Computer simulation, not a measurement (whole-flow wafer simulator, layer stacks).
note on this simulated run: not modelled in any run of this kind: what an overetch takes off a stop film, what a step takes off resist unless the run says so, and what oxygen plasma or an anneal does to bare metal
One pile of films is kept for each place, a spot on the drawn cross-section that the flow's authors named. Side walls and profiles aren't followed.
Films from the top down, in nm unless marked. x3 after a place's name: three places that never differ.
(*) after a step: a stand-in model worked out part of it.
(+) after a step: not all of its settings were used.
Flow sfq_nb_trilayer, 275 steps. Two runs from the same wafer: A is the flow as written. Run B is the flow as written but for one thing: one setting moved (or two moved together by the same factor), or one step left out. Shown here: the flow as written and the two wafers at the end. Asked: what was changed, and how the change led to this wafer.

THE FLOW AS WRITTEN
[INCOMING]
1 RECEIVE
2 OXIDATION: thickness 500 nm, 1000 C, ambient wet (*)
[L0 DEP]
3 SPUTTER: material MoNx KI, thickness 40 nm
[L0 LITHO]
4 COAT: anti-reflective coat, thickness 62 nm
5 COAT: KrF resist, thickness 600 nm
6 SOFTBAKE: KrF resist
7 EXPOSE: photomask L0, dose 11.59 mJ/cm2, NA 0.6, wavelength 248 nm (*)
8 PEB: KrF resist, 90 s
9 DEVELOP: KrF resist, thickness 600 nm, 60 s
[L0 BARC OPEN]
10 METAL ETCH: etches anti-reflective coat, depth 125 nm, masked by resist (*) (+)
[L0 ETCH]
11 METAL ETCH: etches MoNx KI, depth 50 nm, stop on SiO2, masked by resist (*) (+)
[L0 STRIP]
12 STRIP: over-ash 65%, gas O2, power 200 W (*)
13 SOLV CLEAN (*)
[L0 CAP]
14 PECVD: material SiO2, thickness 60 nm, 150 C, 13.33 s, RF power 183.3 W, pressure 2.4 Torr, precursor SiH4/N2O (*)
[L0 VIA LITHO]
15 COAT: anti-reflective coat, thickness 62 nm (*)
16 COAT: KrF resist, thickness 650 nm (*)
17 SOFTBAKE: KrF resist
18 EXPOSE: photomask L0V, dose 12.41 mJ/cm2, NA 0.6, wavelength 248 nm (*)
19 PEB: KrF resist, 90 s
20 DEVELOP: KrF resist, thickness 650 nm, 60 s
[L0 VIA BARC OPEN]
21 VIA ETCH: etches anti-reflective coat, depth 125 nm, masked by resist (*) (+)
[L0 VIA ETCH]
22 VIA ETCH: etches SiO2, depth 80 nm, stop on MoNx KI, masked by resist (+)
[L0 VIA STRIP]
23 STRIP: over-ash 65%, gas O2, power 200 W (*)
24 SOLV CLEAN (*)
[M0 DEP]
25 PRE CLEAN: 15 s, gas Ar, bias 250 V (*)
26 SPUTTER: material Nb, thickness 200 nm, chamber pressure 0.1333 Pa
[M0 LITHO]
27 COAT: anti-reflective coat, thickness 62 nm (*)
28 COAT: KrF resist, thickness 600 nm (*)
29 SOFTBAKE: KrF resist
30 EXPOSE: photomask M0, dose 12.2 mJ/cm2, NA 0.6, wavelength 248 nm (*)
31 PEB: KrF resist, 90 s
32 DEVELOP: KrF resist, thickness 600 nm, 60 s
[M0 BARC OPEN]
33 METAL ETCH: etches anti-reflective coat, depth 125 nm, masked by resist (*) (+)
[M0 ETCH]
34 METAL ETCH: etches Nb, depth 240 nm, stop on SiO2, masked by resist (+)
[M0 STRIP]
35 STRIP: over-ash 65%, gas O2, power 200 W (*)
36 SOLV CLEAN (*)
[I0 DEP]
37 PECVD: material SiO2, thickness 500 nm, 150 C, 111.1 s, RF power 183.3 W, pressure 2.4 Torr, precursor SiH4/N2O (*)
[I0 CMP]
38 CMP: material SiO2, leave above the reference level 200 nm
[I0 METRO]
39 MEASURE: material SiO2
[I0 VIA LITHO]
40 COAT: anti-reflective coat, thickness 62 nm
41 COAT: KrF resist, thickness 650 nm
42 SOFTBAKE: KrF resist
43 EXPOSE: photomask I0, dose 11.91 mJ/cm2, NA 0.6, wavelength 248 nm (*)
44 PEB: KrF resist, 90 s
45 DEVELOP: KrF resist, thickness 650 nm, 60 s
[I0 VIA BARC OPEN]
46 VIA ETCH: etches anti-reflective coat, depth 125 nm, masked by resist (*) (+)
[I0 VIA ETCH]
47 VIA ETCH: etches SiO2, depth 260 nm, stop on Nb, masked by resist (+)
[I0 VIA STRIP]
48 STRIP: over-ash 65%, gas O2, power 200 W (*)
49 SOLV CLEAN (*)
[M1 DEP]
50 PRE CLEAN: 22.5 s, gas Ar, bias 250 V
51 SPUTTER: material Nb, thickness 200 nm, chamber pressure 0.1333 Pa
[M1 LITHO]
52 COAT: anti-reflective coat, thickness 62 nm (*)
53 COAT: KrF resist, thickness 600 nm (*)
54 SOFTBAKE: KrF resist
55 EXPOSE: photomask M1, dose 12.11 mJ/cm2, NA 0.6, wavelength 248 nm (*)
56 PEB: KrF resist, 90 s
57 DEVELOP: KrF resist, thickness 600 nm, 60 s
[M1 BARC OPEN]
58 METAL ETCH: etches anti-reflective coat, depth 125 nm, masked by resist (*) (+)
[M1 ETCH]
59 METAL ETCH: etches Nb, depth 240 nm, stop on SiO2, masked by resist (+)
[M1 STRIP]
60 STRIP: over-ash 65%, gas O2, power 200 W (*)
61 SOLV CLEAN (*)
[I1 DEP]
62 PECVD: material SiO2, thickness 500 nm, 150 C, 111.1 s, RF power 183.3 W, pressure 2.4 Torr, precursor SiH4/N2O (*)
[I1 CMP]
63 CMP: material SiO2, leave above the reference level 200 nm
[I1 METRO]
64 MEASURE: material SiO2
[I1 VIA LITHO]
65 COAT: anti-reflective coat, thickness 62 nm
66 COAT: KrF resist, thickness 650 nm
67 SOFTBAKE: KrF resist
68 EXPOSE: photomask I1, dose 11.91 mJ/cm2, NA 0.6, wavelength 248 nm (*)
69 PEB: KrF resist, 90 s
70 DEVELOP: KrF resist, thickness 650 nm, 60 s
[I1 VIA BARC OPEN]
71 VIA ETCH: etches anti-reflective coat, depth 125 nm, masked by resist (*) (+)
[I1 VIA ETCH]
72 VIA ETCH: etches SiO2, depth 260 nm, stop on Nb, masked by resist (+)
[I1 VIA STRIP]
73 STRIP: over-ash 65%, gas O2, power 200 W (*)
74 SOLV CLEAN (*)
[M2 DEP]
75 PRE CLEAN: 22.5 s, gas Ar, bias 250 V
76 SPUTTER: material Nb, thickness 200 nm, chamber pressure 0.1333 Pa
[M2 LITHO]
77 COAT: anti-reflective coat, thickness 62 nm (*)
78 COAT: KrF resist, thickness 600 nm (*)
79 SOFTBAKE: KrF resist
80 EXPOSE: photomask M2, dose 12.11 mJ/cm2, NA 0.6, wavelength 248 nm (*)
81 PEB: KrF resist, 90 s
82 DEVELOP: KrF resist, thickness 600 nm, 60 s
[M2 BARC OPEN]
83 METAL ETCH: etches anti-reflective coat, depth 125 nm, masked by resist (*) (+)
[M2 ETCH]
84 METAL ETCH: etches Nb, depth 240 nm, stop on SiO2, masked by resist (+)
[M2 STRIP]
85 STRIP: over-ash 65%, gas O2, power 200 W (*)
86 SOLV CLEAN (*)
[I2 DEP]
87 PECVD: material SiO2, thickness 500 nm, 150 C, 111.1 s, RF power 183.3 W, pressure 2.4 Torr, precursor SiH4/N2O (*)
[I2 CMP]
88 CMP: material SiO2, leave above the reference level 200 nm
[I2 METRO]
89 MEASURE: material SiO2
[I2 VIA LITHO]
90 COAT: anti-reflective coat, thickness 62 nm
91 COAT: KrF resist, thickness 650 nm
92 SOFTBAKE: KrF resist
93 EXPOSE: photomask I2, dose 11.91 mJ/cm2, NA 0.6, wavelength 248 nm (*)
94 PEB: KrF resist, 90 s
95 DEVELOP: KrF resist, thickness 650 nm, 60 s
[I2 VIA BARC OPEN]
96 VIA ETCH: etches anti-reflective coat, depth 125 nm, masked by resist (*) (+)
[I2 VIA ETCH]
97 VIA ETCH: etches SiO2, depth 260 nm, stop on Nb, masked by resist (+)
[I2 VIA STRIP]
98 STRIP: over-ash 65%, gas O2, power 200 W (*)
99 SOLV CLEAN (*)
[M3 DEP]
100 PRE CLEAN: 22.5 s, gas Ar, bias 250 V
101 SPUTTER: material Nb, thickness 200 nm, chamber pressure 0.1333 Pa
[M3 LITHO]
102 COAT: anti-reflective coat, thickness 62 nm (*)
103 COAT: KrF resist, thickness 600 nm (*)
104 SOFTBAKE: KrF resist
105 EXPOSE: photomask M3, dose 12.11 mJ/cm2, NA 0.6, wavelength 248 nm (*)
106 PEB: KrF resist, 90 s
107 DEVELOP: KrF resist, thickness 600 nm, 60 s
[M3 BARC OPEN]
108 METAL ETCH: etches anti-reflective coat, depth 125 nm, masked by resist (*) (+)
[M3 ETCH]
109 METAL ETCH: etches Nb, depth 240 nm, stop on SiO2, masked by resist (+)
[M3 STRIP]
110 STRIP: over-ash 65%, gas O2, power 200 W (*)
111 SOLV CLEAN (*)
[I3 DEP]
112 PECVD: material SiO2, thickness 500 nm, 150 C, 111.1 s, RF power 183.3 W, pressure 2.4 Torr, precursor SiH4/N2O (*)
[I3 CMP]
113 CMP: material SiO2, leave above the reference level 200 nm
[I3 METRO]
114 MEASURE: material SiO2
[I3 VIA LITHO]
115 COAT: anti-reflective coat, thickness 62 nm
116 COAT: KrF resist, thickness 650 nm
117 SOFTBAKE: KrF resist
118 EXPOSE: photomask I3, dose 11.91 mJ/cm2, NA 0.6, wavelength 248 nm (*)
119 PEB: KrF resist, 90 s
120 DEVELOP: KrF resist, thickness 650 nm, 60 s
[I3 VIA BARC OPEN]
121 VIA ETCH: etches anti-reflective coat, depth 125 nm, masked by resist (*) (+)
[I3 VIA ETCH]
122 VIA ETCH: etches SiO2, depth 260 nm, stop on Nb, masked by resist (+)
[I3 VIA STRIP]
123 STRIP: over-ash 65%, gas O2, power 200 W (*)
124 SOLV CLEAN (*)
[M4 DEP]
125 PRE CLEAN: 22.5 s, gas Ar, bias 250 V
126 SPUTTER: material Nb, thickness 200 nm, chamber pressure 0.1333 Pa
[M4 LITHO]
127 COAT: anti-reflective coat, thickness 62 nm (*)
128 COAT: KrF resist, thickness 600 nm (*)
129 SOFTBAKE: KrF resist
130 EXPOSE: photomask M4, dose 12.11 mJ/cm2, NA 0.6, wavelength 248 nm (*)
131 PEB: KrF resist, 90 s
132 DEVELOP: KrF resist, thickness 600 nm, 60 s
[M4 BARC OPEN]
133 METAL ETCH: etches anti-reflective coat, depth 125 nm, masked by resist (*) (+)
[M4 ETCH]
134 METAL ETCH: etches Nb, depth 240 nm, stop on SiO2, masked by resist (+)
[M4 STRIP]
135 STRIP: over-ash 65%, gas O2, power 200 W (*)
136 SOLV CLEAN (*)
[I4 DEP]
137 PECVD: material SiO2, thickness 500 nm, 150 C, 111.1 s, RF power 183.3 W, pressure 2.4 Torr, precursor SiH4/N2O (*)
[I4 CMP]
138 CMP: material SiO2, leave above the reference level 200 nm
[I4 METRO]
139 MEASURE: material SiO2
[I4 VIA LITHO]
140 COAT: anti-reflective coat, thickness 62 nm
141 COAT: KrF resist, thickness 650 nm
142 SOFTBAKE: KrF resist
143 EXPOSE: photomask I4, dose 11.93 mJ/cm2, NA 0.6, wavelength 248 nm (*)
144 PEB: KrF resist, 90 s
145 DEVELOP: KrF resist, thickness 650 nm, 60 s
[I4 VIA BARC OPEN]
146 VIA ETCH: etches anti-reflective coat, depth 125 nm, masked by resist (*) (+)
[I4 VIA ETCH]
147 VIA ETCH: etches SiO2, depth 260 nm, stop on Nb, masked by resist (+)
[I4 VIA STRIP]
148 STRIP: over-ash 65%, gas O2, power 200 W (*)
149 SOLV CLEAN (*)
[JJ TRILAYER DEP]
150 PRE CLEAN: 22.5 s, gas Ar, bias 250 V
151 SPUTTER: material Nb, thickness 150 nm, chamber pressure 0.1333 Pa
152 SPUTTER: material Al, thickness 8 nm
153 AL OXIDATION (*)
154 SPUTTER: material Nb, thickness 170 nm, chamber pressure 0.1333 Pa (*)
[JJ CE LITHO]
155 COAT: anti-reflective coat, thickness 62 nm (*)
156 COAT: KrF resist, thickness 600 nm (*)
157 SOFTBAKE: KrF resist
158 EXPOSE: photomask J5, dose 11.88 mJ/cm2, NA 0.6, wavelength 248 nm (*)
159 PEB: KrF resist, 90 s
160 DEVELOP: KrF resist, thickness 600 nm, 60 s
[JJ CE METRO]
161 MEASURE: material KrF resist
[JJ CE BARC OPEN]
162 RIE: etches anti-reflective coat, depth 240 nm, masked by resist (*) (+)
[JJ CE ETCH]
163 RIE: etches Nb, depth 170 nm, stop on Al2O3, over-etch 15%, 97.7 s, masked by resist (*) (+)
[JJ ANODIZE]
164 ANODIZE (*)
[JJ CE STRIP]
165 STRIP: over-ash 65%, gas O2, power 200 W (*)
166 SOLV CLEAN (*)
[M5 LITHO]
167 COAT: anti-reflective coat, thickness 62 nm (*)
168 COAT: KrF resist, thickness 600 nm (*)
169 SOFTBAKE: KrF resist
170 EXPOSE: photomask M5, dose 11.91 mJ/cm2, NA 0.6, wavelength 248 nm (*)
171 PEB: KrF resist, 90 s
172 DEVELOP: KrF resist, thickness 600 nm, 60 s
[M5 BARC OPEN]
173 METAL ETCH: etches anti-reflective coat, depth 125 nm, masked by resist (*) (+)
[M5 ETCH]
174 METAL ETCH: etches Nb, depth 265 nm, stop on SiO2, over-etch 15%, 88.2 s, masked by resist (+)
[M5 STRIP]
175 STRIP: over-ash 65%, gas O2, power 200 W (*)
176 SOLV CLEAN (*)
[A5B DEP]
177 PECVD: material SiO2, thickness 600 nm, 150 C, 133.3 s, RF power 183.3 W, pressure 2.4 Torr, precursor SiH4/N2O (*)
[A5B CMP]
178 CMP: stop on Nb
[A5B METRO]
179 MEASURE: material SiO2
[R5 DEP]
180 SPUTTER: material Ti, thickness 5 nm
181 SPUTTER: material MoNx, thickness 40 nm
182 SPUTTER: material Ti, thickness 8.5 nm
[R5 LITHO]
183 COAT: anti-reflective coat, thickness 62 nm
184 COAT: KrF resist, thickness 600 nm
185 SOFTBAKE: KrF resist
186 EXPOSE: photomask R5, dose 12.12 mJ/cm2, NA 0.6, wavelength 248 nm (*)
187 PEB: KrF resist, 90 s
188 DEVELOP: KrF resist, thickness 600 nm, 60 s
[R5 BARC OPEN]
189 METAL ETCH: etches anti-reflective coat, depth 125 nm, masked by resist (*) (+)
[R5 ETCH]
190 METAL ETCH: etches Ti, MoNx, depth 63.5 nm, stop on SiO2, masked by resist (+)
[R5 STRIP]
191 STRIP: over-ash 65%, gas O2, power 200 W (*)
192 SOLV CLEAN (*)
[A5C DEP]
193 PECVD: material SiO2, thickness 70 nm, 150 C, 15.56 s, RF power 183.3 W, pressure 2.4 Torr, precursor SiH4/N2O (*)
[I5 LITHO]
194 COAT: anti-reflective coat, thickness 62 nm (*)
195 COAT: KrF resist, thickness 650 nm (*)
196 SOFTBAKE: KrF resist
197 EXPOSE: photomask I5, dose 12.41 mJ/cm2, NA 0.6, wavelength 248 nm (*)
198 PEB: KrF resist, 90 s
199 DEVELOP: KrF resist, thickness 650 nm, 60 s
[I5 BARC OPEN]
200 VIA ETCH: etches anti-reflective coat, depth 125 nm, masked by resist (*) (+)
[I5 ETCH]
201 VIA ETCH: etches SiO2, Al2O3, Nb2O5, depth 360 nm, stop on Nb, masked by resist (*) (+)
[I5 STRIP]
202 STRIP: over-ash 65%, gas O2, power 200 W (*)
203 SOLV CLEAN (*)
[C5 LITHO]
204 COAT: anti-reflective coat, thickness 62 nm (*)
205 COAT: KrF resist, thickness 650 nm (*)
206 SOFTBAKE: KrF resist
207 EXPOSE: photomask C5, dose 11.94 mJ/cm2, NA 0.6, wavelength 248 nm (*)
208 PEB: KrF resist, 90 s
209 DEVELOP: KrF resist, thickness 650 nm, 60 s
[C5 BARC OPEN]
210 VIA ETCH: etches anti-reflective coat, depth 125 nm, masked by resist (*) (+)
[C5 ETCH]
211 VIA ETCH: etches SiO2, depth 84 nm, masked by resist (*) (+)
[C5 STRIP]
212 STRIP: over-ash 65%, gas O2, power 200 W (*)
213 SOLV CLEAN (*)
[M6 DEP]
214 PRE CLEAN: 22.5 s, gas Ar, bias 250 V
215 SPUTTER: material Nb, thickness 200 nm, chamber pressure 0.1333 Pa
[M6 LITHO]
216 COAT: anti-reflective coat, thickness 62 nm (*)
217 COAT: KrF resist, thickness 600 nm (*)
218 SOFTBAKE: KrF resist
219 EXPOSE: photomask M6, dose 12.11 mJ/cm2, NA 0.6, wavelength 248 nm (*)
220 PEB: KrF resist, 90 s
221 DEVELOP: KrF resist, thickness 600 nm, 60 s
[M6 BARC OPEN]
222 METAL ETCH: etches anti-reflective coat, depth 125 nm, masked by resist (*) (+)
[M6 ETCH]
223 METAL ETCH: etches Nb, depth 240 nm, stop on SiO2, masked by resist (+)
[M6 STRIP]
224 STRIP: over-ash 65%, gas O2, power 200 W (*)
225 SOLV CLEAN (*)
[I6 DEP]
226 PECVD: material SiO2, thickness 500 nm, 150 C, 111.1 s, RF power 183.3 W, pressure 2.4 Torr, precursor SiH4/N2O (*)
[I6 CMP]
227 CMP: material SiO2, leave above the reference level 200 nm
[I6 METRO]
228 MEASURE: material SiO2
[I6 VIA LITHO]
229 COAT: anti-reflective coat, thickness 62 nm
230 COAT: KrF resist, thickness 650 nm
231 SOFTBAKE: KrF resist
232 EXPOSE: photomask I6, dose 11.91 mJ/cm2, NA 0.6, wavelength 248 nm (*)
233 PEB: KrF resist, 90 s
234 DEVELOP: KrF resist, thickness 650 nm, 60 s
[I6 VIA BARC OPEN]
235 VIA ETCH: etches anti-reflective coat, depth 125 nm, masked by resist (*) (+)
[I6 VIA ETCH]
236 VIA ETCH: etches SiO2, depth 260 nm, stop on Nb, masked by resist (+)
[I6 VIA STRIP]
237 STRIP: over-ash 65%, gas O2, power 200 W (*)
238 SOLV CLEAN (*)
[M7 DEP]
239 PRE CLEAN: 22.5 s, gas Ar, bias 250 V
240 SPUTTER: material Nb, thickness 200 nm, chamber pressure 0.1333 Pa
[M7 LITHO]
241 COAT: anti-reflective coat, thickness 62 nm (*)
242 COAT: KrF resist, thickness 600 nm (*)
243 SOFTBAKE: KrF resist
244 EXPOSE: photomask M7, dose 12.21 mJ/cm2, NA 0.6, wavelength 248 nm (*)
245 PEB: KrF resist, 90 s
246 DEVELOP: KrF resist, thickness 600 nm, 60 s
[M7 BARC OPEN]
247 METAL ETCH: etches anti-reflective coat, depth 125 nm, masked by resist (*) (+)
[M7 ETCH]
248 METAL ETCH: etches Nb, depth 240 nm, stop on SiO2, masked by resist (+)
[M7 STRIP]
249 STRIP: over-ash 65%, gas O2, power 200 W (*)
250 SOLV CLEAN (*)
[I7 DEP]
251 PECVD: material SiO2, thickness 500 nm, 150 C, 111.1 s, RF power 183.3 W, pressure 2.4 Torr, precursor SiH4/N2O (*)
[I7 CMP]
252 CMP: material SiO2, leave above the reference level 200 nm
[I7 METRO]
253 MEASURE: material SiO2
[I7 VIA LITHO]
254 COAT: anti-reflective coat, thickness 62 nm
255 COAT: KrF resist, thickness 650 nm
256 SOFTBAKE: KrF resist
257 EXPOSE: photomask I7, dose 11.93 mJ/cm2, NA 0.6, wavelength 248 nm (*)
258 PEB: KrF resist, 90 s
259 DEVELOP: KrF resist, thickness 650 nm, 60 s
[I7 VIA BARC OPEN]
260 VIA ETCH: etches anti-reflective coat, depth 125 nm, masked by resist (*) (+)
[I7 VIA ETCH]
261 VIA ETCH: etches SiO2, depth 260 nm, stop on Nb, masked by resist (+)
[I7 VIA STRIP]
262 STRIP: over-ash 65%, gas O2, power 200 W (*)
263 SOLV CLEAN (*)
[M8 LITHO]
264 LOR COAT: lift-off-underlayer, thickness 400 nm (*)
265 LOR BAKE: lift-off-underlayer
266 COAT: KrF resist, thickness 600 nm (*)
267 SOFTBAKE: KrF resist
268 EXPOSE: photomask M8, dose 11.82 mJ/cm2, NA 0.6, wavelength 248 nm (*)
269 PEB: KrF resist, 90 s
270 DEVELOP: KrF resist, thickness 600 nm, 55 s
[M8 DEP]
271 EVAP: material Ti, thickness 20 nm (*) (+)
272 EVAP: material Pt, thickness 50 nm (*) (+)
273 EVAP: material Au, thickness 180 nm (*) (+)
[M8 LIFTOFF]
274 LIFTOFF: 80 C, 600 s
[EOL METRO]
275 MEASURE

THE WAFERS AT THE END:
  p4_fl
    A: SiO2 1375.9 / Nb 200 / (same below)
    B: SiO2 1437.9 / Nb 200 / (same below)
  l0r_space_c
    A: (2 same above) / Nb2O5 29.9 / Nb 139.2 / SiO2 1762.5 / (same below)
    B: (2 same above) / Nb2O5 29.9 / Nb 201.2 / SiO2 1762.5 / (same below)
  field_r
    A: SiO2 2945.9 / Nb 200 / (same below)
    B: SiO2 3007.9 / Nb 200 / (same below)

The cause: step 151, SPUTTER: thickness 212 nm was run, where the flow has thickness 150 nm.

How the change led to this, step by step:
  151 SPUTTER: material Nb, thickness 150 nm, chamber pressure 0.1333 Pa
      field_l, v_sur, via_sp and 100 more: A Nb +150 (new film) | B Nb +212 (new film)
      via_wl, via_w, via_wr: A Nb +130.4 | B Nb +185
  152 SPUTTER: material Al, thickness 8 nm
      via_wl, via_wr: A Al +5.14 (new film) | B Al +4.61 (new film)
  154 SPUTTER: material Nb, thickness 170 nm, chamber pressure 0.1333 Pa (*)
      via_wl, via_wr: A Nb +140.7 (new film) | B Nb +137.2 (new film)
      via_w: A Nb +141 (new film) | B Nb +137.6 (new film)
  155 COAT: anti-reflective coat, thickness 62 nm (*)
      via_wl, via_wr: A anti-reflective coat +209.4 (new film) | B anti-reflective coat +228.8 (new film)
      via_w: A anti-reflective coat +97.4 (new film) | B anti-reflective coat +103.6 (new film)
  162 RIE: etches anti-reflective coat, depth 240 nm, masked by resist (*) (+)
      ce_l, c5j, ce_r, wl_jj: A KrF resist -209.4 | B KrF resist -228.8
      via_wl, via_wr: A anti-reflective coat -209.4 (all of it) | B anti-reflective coat -228.8 (all of it)
      (and at 1 more place)
  163 RIE: etches Nb, depth 170 nm, stop on Al2O3, over-etch 15%, 97.7 s, masked by resist (*) (+)
      via_wl, via_wr: A Nb -140.7 (all of it), Al2O3 -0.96 (all of it) | B Nb -137.2 (all of it), Al2O3 -0.96 (all of it)
      via_w: A Nb -141 (all of it), Al2O3 -0.96 (all of it) | B Nb -137.6 (all of it), Al2O3 -0.96 (all of it)
  164 ANODIZE (*)
      via_wl, via_wr: A Al2O3 +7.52 (new film), Nb2O5 +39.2 (new film), Al -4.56 (all of it), Nb -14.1 | B Al2O3 +6.65 (new film), Nb2O5 +40.7 (new film), Al -4.03 (all of it), Nb -14.7
      via_w: A Al2O3 +10.8 (new film), Nb2O5 +33.3 (new film), Al -6.54 (all of it), Nb -12 | B Al2O3 +10.4 (new film), Nb2O5 +34 (new film), Al -6.31 (all of it), Nb -12.2
  165 STRIP: over-ash 65%, gas O2, power 200 W (*)
      ce_l: A KrF resist -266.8 (all of it), anti-reflective coat -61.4 (all of it) | B KrF resist -247.3 (all of it), anti-reflective coat -61.4 (all of it)
      c5j: A KrF resist -266.9 (all of it), anti-reflective coat -61.5 (all of it) | B KrF resist -247.4 (all of it), anti-reflective coat -61.5 (all of it)
      (and at 2 more places)
  167 COAT: anti-reflective coat, thickness 62 nm (*)
      v_sur: A anti-reflective coat +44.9 (new film) | B anti-reflective coat +41.1 (new film)
      via_wl: A anti-reflective coat +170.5 (new film) | B anti-reflective coat +154.9 (new film)
      (and at 3 more places)
  168 COAT: KrF resist, thickness 600 nm (*)
      via_wl: A KrF resist +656 (new film) | B KrF resist +672.5 (new film)
      via_wr: A KrF resist +656.6 (new film) | B KrF resist +673.4 (new film)
  174 METAL ETCH: etches Nb, depth 265 nm, stop on SiO2, over-etch 15%, 88.2 s, masked by resist (+)
      r_sur, res, r_end and 48 more: A Al2O3 -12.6 (all of it), Nb2O5 -29.9 (all of it), Nb -139.2 (all of it), SiO2 -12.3 | B Al2O3 -12.6 (all of it), Nb2O5 -29.9 (all of it), Nb -201.2 (all of it), SiO2 -6.09
      field_l, wl_a_sl: A Al2O3 -12.6 (all of it), Nb2O5 -29.9 (all of it), Nb -139.2 (all of it), SiO2 -12.3 | B Al2O3 -12.6 (all of it), Nb2O5 -29.9 (all of it), Nb -201.2 (all of it), SiO2 -6.1
  175 STRIP: over-ash 65%, gas O2, power 200 W (*)
      v_sur: A KrF resist -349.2 (all of it), anti-reflective coat -44.9 (all of it) | B KrF resist -348 (all of it), anti-reflective coat -41.1 (all of it)
      via_wl: A KrF resist -427 (all of it), anti-reflective coat -170.5 (all of it) | B KrF resist -443.5 (all of it), anti-reflective coat -154.9 (all of it)
      (and at 3 more places)
  178 CMP: stop on Nb
      field_l, p4_fl, p4_fm and 39 more: A SiO2 -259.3 | B SiO2 -203.5
      r_sur, res, r_end, moat, field_r, lsp_l: A SiO2 -252.3 | B SiO2 -194.4
      (and at 8 more places)
